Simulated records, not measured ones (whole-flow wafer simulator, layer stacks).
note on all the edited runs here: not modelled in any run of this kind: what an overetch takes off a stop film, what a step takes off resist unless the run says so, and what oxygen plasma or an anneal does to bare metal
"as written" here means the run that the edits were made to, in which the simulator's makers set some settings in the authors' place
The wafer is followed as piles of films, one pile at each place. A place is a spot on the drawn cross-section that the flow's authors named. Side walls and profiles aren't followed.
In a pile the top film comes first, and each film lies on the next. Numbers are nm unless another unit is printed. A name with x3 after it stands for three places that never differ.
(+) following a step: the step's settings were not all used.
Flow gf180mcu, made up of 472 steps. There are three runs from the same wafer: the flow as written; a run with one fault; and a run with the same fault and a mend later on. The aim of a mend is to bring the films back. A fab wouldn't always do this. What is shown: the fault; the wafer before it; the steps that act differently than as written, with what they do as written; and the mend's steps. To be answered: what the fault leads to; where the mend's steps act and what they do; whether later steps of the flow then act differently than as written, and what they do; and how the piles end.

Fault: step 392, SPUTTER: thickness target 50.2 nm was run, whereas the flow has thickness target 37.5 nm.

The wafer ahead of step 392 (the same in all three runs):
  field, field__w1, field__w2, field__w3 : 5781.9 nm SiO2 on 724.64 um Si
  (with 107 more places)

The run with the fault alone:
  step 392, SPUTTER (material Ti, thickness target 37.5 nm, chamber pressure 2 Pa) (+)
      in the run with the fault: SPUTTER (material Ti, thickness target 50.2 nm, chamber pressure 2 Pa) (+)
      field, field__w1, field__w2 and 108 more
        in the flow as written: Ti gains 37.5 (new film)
        in the run with the fault: Ti gains 50.2 (new film)
  Steps later in the flow that act otherwise than as written (not shown: 1 more step that differs only slightly, by at most 2% or 0.5 nm, whichever is larger):
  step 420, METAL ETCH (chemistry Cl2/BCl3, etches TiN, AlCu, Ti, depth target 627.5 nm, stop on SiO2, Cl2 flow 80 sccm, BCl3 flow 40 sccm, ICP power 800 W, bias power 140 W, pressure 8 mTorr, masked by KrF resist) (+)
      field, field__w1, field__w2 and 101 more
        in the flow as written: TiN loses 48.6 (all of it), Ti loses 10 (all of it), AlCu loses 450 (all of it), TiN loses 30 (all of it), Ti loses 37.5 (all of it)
        in the run with the fault: TiN loses 48.6 (all of it), Ti loses 10 (all of it), AlCu loses 450 (all of it), TiN loses 30 (all of it), Ti loses 50.2 (all of it)
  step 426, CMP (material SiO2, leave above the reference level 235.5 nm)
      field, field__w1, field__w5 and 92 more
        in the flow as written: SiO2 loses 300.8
        in the run with the fault: SiO2 loses 288.1
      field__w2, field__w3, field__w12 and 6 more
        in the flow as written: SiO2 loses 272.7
        in the run with the fault: SiO2 loses 259.4
  The piles end different from the flow's at field__w4, field__w8, contact, m1, m1__w1, mim, mim_1p0, m1_nw by more than 2% or 0.5 nm, whichever is larger.
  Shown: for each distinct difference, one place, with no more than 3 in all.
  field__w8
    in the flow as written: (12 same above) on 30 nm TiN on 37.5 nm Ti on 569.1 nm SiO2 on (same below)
    in the run with the fault: (12 same above) on 30 nm TiN on 50.2 nm Ti on 569.1 nm SiO2 on (same below)
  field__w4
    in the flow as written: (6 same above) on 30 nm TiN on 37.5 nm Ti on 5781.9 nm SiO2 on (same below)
    in the run with the fault: (6 same above) on 30 nm TiN on 50.2 nm Ti on 5781.9 nm SiO2 on (same below)
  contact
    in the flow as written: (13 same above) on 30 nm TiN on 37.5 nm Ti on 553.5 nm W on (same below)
    in the run with the fault: (13 same above) on 30 nm TiN on 50.2 nm Ti on 553.5 nm W on (same below)

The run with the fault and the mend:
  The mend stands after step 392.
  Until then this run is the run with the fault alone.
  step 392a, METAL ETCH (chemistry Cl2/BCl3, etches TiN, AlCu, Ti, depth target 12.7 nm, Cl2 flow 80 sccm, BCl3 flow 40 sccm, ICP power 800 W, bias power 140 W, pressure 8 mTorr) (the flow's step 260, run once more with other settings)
      field, field__w1, field__w2 and 108 more
        Ti loses 12.7
  Every later step of the flow that is run acts as written at every place that is followed.
  The piles end the same as the flow's at every place that both follow.
